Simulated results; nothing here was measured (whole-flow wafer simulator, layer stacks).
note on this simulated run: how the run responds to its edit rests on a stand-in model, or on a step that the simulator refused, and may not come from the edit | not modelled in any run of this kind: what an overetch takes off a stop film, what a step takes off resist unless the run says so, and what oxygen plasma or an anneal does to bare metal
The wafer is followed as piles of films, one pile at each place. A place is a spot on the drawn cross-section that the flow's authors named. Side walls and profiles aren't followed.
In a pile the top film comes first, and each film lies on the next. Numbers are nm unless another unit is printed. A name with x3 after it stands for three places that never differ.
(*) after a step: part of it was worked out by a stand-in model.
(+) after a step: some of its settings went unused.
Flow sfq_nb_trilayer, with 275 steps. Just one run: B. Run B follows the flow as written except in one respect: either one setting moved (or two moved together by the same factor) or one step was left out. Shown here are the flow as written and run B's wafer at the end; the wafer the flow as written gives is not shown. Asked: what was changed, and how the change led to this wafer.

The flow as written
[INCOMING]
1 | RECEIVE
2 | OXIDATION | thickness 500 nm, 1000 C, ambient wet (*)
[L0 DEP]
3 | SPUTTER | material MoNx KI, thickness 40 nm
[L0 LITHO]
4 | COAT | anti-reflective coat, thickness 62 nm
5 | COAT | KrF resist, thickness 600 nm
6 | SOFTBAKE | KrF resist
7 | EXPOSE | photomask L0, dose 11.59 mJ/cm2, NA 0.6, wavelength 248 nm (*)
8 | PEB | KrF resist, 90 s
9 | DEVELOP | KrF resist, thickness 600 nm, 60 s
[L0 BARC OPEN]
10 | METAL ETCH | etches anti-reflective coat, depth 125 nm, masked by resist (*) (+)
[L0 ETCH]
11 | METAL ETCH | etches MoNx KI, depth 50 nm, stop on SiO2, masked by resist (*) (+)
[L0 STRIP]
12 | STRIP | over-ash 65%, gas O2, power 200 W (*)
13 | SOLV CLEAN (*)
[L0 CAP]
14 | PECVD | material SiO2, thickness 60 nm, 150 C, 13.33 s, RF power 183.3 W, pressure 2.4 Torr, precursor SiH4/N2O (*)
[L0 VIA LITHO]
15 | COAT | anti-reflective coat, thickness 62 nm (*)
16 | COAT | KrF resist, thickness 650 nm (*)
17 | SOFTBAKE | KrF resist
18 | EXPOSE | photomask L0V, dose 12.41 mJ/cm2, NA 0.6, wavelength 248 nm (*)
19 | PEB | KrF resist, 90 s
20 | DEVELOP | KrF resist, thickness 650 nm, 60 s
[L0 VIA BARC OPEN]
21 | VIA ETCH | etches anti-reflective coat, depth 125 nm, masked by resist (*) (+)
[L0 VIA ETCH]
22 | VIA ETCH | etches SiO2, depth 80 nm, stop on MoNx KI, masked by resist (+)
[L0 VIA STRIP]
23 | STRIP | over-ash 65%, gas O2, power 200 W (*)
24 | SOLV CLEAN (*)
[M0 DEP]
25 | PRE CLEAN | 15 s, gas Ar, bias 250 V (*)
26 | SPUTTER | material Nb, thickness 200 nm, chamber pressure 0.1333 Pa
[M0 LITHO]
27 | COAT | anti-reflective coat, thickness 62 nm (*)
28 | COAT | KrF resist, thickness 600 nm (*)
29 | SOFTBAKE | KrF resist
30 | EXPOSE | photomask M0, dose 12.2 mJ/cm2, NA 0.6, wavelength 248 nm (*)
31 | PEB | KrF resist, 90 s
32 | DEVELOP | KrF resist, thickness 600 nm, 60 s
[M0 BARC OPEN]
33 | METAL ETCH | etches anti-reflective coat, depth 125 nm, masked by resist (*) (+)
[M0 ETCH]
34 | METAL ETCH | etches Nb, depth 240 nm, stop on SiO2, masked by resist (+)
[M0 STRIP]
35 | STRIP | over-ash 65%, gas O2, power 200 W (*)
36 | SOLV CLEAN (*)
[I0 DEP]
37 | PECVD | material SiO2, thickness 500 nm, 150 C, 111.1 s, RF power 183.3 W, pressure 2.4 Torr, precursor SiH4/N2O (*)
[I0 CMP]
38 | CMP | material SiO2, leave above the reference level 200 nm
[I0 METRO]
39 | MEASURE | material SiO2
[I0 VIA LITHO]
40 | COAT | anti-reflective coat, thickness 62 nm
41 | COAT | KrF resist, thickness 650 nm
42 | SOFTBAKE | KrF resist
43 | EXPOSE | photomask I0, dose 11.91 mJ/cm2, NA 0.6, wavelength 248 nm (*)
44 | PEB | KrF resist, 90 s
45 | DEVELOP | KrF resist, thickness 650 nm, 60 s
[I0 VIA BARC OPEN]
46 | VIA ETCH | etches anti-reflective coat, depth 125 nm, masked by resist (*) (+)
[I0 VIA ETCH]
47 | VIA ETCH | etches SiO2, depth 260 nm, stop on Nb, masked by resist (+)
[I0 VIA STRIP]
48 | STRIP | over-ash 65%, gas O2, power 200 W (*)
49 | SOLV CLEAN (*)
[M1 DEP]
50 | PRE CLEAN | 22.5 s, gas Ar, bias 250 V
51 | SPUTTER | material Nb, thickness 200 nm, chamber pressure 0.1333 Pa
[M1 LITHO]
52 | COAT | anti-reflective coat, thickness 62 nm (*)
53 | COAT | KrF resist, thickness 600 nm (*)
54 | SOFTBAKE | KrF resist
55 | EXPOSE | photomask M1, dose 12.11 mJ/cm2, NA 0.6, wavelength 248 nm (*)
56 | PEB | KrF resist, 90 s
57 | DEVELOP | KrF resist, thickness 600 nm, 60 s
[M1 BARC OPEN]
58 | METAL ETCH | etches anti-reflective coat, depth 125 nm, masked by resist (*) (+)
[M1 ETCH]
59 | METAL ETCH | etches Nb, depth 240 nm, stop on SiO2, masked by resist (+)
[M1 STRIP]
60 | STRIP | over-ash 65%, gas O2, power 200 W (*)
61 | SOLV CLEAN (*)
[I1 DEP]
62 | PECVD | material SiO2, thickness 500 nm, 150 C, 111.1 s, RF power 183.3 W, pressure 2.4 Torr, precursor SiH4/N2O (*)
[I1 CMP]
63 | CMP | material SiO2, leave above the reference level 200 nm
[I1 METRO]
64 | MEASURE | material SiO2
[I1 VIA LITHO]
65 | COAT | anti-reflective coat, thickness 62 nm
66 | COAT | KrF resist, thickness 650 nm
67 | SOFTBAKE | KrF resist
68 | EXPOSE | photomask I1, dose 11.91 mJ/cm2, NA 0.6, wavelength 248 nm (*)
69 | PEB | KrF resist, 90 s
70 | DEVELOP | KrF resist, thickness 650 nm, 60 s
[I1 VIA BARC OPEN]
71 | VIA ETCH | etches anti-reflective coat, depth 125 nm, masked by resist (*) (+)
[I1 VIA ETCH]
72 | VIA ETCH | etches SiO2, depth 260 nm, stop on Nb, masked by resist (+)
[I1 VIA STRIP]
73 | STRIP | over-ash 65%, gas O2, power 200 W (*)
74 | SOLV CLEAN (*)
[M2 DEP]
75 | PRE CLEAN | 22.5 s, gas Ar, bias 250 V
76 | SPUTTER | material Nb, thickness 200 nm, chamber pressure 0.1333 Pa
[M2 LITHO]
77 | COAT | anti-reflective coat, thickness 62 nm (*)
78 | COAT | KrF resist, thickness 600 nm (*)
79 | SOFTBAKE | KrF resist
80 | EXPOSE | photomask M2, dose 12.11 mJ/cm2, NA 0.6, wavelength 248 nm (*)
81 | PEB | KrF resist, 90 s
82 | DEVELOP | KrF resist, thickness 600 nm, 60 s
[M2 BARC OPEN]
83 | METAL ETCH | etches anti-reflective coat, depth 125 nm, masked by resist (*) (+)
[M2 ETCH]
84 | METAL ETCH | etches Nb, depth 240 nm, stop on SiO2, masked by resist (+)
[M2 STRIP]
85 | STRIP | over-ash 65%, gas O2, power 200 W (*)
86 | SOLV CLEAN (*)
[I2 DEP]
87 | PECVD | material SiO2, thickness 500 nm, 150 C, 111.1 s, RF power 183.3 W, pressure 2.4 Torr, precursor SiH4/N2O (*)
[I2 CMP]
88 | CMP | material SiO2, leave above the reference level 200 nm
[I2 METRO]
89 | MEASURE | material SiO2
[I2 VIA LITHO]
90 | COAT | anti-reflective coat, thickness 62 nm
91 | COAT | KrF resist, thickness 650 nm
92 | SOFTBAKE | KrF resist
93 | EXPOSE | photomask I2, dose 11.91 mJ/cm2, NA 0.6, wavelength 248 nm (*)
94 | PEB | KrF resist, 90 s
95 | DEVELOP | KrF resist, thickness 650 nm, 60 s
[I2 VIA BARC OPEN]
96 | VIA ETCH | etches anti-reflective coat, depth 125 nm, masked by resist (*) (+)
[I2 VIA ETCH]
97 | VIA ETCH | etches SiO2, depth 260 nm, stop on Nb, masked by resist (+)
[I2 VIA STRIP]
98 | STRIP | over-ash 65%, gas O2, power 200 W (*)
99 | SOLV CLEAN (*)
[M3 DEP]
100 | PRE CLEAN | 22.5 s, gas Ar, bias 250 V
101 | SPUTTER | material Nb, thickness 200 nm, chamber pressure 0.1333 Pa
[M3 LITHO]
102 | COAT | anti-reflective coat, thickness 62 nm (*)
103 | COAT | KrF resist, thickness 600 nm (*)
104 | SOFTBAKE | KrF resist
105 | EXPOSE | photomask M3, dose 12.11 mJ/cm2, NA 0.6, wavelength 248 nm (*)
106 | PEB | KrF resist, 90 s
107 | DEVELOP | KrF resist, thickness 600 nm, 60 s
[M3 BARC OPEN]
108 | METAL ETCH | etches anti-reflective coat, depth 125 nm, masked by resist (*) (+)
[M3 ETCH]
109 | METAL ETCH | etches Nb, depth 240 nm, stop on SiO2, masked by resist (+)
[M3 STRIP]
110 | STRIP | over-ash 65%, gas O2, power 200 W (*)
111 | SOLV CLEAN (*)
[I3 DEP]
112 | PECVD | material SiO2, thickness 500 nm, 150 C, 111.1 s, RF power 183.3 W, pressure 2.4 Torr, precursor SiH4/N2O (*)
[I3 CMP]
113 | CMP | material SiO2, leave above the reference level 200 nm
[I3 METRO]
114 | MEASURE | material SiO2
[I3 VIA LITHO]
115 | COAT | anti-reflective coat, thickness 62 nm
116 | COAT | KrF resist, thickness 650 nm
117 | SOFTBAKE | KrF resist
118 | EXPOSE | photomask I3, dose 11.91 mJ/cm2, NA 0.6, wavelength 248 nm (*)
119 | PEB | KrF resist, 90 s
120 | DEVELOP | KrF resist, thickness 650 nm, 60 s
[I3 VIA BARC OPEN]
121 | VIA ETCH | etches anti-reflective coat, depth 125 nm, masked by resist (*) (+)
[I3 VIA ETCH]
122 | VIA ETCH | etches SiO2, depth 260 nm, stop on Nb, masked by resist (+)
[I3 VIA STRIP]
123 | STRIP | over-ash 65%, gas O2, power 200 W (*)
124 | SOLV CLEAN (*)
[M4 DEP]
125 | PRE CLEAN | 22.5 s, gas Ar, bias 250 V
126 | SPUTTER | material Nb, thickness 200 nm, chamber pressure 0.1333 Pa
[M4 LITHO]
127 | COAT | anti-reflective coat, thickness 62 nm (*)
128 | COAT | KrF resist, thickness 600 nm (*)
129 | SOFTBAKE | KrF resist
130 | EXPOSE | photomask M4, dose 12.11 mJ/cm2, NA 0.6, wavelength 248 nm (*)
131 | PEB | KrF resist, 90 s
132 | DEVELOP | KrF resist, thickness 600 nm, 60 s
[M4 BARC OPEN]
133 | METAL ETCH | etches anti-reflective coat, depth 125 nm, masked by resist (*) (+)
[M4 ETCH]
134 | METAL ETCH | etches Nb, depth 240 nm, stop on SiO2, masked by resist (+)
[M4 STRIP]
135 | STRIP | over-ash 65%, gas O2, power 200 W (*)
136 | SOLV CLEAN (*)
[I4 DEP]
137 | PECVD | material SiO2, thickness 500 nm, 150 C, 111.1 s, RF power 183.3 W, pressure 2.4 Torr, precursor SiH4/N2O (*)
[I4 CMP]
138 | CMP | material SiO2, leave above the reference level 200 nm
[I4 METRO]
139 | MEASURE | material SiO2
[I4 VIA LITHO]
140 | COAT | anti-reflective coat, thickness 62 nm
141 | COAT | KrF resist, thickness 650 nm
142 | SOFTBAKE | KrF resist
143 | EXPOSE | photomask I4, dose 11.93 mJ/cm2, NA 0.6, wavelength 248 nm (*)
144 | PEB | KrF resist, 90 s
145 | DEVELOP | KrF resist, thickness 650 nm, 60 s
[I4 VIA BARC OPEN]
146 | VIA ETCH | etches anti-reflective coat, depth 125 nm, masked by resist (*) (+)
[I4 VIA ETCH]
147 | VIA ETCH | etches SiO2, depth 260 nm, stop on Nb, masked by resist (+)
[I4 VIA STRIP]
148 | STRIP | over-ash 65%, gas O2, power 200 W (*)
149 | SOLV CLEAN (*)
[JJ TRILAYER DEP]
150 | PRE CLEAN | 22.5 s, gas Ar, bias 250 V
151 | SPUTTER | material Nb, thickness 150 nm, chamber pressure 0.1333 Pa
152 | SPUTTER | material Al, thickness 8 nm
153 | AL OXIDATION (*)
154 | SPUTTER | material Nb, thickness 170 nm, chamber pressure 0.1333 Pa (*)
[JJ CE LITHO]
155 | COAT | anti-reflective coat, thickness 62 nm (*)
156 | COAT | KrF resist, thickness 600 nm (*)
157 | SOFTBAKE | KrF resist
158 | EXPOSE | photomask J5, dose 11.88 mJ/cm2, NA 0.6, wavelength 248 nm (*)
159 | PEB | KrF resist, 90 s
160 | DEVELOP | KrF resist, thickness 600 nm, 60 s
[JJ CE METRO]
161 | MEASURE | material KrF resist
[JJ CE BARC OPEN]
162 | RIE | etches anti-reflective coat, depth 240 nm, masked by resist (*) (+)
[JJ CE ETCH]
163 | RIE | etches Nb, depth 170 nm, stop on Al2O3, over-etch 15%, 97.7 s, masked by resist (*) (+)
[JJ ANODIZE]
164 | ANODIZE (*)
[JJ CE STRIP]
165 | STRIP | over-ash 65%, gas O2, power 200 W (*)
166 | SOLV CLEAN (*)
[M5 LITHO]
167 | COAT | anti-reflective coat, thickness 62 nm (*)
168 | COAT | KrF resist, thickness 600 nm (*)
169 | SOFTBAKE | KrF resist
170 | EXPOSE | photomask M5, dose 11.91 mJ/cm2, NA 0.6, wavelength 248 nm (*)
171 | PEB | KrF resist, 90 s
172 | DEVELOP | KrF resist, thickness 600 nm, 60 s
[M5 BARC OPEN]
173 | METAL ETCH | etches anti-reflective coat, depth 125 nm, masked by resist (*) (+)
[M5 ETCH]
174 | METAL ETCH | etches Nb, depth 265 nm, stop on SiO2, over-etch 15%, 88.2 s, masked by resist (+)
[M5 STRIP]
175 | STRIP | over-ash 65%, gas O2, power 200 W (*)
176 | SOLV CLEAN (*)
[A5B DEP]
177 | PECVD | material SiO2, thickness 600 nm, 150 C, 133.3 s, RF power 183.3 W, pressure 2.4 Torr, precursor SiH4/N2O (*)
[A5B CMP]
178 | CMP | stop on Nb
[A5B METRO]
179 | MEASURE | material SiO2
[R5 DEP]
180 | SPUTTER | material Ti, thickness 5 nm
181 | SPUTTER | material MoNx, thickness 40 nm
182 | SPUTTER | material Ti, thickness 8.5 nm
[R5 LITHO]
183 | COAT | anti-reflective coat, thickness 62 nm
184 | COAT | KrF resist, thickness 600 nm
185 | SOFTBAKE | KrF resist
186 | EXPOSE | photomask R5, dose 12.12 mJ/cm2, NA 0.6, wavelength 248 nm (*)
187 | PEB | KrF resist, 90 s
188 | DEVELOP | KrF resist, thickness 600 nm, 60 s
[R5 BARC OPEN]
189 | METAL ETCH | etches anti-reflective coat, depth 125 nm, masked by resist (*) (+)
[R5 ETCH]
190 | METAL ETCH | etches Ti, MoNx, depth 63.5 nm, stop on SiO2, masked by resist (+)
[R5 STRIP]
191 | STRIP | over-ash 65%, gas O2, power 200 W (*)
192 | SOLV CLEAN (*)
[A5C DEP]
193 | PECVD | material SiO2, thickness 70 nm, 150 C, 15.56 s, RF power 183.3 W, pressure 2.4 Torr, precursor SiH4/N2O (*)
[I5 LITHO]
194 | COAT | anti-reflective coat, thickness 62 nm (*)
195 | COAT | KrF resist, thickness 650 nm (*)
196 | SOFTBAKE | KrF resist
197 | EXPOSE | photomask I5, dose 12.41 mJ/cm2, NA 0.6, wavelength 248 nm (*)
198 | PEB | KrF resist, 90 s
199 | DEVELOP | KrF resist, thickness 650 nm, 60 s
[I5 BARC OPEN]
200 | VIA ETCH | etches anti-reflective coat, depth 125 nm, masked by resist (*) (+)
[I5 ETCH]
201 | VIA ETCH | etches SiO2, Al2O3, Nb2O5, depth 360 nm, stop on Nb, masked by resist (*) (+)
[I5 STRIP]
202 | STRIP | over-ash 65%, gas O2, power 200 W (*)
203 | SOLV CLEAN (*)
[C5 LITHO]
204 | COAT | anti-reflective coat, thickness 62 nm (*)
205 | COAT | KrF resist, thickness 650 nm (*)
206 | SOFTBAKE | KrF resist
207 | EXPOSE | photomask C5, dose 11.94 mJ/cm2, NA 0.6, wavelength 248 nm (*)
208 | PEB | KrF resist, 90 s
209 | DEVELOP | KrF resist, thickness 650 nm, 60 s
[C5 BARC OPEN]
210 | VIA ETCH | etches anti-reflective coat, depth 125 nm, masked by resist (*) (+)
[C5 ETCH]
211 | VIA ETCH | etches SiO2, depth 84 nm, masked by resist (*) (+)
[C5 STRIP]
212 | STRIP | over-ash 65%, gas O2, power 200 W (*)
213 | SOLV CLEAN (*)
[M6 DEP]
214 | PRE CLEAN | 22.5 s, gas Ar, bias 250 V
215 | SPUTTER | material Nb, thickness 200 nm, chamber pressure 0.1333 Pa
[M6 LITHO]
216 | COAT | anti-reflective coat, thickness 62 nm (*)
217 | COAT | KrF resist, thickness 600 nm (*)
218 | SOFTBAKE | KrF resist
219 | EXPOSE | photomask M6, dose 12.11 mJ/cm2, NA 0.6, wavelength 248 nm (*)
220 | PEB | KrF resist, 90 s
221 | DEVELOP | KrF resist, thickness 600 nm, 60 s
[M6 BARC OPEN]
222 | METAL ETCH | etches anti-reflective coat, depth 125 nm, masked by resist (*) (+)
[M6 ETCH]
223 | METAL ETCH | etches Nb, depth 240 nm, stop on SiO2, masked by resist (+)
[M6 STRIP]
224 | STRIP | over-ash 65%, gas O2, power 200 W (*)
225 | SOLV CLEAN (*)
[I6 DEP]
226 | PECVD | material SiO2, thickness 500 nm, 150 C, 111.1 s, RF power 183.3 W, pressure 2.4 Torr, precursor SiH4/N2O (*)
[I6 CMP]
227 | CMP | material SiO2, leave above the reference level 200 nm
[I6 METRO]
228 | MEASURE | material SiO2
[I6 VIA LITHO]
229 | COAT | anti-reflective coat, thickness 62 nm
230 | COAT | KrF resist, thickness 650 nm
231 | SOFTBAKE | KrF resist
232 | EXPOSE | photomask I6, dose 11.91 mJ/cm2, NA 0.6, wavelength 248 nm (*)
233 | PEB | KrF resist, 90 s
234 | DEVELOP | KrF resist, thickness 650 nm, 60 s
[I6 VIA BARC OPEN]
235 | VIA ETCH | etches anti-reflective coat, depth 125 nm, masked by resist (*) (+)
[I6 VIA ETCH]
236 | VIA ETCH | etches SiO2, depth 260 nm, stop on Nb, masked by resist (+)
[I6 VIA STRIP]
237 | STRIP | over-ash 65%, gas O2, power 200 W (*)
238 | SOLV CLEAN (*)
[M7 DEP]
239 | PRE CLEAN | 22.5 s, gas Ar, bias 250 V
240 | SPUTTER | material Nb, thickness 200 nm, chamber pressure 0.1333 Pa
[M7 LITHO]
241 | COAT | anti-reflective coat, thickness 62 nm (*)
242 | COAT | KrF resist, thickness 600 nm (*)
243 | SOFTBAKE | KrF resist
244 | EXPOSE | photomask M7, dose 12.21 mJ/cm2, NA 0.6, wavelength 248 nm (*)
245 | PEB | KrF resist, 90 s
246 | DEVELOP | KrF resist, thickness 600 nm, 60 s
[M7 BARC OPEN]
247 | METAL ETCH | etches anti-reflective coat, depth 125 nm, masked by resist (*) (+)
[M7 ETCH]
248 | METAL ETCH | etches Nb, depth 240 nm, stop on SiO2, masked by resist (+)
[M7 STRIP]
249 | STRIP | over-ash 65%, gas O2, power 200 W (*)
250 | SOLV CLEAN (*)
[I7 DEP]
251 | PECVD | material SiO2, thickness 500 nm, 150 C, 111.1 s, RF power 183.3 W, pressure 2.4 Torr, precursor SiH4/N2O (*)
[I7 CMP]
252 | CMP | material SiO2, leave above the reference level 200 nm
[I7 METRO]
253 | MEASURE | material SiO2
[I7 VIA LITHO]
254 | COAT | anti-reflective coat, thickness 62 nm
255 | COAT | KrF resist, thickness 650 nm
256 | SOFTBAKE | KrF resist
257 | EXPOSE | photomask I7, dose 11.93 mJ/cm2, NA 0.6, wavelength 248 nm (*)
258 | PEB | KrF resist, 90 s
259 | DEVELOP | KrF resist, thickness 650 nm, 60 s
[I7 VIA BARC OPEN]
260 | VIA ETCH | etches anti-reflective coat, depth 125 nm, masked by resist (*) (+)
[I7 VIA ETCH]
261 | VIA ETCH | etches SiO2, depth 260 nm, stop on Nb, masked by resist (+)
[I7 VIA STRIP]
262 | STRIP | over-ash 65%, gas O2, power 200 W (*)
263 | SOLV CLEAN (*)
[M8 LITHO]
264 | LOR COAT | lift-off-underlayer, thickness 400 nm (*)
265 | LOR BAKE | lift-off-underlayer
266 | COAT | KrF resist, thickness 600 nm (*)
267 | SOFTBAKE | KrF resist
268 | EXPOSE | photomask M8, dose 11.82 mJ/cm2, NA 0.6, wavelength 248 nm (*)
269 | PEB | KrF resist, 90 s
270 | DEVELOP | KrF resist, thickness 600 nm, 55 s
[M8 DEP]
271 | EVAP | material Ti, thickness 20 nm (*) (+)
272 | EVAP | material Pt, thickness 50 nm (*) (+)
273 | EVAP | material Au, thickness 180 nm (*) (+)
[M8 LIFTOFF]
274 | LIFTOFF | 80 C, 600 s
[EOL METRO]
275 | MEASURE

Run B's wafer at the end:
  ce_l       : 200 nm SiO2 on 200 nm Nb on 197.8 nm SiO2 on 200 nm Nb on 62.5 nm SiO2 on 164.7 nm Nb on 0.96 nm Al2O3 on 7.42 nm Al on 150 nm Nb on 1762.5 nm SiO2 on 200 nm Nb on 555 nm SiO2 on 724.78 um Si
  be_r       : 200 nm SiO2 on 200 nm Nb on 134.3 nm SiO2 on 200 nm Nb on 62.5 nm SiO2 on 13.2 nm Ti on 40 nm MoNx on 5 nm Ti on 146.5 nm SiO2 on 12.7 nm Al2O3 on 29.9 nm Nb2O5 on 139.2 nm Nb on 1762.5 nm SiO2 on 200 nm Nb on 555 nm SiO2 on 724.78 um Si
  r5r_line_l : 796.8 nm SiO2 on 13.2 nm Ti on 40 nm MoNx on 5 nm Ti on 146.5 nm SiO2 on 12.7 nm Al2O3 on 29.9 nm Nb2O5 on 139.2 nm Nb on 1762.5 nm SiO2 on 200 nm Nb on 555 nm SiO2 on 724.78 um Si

Cause: step 182, SPUTTER: thickness 13.2 nm was run, though the flow has thickness 8.5 nm.
One can read it off the wafer: be_r has Ti 13.2, and step 182 as written asks for 8.5 nm.

The path from the change to this, step by step:
  182 | SPUTTER | material Ti, thickness 8.5 nm
      field_l, v_sur, via_wl and 103 more: +13.2 Ti (new film) (it would be, as written: +8.5 Ti (new film))
  190 | METAL ETCH | etches Ti, MoNx, depth 63.5 nm, stop on SiO2, masked by resist (+)
      field_l, v_sur, via_wl and 92 more: -13.2 Ti (all of it), -40 MoNx (all of it), -5 Ti (all of it) (it would be, as written: -8.5 Ti (all of it), -40 MoNx (all of it), -5 Ti (all of it))
      ce_l, c5j, ce_r, wl_jj: -13.2 Ti (all of it), -40 MoNx (all of it), -5 Ti (all of it), -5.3 Nb (it would be, as written: -8.5 Ti (all of it), -40 MoNx (all of it), -5 Ti (all of it), -10 Nb)
  194 | COAT | anti-reflective coat, thickness 62 nm (*)
      r5r_spacepad_l, r5r_spacepad_r: +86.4 anti-reflective coat (new film) (it would be, as written: +84.4 anti-reflective coat (new film))
      ce_l: +65.1 anti-reflective coat (new film) (it would be, as written: +67.2 anti-reflective coat (new film))
      (also at 3 further places)
  202 | STRIP | over-ash 65%, gas O2, power 200 W (*)
      r5r_spacepad_l, r5r_spacepad_r: -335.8 KrF resist (all of it), -86.4 anti-reflective coat (all of it) (it would be, as written: -335.6 KrF resist (all of it), -84.4 anti-reflective coat (all of it))
      ce_l: -340.2 KrF resist (all of it), -65.1 anti-reflective coat (all of it) (it would be, as written: -341.5 KrF resist (all of it), -67.2 anti-reflective coat (all of it))
      (also at 3 further places)
  204 | COAT | anti-reflective coat, thickness 62 nm (*)
      r5r_spacepad_l, r5r_spacepad_r: +86.4 anti-reflective coat (new film) (it would be, as written: +84.4 anti-reflective coat (new film))
      ce_l: +63.9 anti-reflective coat (new film) (it would be, as written: +66 anti-reflective coat (new film))
      (also at 3 further places)
  212 | STRIP | over-ash 65%, gas O2, power 200 W (*)
      r5r_spacepad_l, r5r_spacepad_r: -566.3 KrF resist (all of it), -86.4 anti-reflective coat (all of it) (it would be, as written: -565.8 KrF resist (all of it), -84.4 anti-reflective coat (all of it))
      ce_l: -566.5 KrF resist (all of it), -63.9 anti-reflective coat (all of it) (it would be, as written: -567.4 KrF resist (all of it), -66 anti-reflective coat (all of it))
      (also at 3 further places)
  216 | COAT | anti-reflective coat, thickness 62 nm (*)
      r5r_spacepad_l, r5r_spacepad_r: +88 anti-reflective coat (new film) (it would be, as written: +85.7 anti-reflective coat (new film))
      jj_sur: +57.3 anti-reflective coat (new film) (it would be, as written: +56.1 anti-reflective coat (new film))
      (also at 4 further places)
  222 | METAL ETCH | etches anti-reflective coat, depth 125 nm, masked by resist (*) (+)
      r5r_spacepad_l, r5r_spacepad_r: -88 anti-reflective coat (all of it) (it would be, as written: -85.7 anti-reflective coat (all of it))
  224 | STRIP | over-ash 65%, gas O2, power 200 W (*)
      jj_sur: -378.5 KrF resist (all of it), -57.3 anti-reflective coat (all of it) (it would be, as written: -378.5 KrF resist (all of it), -56.1 anti-reflective coat (all of it))
      ce_l: -395.3 KrF resist (all of it), -46.6 anti-reflective coat (all of it) (it would be, as written: -397.1 KrF resist (all of it), -48 anti-reflective coat (all of it))
      (also at 3 further places)
  227 | CMP | material SiO2, leave above the reference level 200 nm
      r5r_line_l, r5r_spacepad_l, r5r_spacepad_r, r5r_line_c, r5r_line_r: -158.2 SiO2 (it would be, as written: -153.5 SiO2)
      c5j: -227.7 SiO2 (it would be, as written: -223 SiO2)
